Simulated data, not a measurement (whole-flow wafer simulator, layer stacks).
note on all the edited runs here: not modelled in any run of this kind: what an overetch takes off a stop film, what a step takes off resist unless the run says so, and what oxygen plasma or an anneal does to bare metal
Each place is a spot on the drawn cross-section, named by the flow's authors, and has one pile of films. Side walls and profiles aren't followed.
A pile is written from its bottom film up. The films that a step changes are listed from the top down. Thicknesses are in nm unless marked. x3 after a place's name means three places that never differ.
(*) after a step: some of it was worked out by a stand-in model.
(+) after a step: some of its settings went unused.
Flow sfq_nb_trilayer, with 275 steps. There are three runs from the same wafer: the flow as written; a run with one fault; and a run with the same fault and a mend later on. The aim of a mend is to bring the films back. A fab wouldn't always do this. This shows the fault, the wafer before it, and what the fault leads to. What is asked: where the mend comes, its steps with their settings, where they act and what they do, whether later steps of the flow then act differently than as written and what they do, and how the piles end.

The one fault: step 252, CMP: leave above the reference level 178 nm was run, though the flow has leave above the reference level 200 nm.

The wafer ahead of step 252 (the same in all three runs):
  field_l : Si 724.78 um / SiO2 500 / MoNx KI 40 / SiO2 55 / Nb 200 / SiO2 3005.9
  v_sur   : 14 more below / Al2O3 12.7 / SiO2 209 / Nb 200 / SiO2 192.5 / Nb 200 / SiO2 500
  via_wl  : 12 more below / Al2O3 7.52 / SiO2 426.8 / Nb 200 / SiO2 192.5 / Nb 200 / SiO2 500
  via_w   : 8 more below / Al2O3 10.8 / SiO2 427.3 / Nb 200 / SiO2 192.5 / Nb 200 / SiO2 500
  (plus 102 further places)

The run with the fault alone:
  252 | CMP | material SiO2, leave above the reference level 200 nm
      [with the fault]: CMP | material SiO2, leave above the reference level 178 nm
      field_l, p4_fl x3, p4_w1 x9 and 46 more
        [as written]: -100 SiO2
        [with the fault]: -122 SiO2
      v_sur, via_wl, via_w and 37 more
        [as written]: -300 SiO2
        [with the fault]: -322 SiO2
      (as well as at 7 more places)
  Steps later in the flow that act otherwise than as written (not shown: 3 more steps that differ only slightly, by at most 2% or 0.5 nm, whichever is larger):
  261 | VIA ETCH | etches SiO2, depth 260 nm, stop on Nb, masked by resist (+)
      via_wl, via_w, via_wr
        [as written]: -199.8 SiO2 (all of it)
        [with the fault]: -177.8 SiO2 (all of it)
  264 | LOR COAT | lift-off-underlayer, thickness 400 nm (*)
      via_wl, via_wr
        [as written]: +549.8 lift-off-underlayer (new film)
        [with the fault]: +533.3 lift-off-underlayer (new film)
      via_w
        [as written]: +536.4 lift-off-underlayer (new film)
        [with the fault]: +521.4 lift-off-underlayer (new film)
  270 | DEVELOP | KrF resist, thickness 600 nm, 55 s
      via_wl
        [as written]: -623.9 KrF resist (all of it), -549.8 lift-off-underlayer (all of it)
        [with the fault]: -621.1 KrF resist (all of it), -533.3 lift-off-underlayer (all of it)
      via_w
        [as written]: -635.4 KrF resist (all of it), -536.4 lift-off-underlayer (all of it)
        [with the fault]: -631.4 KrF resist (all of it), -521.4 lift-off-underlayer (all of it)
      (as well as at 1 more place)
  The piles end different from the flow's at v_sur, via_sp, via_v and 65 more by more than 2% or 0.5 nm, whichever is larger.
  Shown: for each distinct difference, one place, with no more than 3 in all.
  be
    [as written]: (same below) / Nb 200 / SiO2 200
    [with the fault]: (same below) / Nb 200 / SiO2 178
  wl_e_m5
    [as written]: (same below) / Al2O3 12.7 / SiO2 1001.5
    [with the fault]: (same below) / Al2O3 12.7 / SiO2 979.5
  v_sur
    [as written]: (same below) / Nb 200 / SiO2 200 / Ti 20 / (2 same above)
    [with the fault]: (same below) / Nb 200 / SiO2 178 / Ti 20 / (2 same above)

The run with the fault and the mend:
  The mend follows step 259.
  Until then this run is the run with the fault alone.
  259a | STRIP | over-ash 65%, gas O2, power 200 W (*)
      field_l, v_sur, via_sp and 100 more
        -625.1 KrF resist (all of it), -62 anti-reflective coat (all of it)
      via_wl, via_w, via_wr
        -62 anti-reflective coat (all of it)
  259b | PECVD | material SiO2, thickness 22 nm, 150 C, 4.889 s, RF power 183.3 W, pressure 2.4 Torr, precursor SiH4/N2O (the flow's step 251, run once more with other settings)
      field_l, v_sur, via_wl and 103 more
        +22 SiO2
  259c | COAT | anti-reflective coat, thickness 62 nm (the flow's step 254, run once more)
      field_l, v_sur, via_wl and 103 more
        +62 anti-reflective coat (new film)
  259d | COAT | KrF resist, thickness 650 nm (the flow's step 255, run once more)
      field_l, v_sur, via_wl and 103 more
        +650 KrF resist (new film)
  259e | SOFTBAKE | KrF resist (the flow's step 256, run once more)
      leaves every film unchanged at each place that is followed
  259f | EXPOSE | photomask I7, dose 11.93 mJ/cm2, NA 0.6, wavelength 248 nm (*) (the flow's step 257, run once more)
      leaves every film unchanged at each place that is followed
  259g | PEB | KrF resist, 90 s (the flow's step 258, run once more)
      field_l, v_sur, via_wl and 103 more
        -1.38 KrF resist
  259h | DEVELOP | KrF resist, thickness 650 nm, 60 s (the flow's step 259, run once more)
      field_l, v_sur, via_sp and 100 more
        -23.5 KrF resist
      via_wl, via_w, via_wr
        -648.6 KrF resist (all of it)
  Every later step of the flow that is run acts as written at every place that is followed.
  By the end, the piles equal the flow's at every place that both follow.
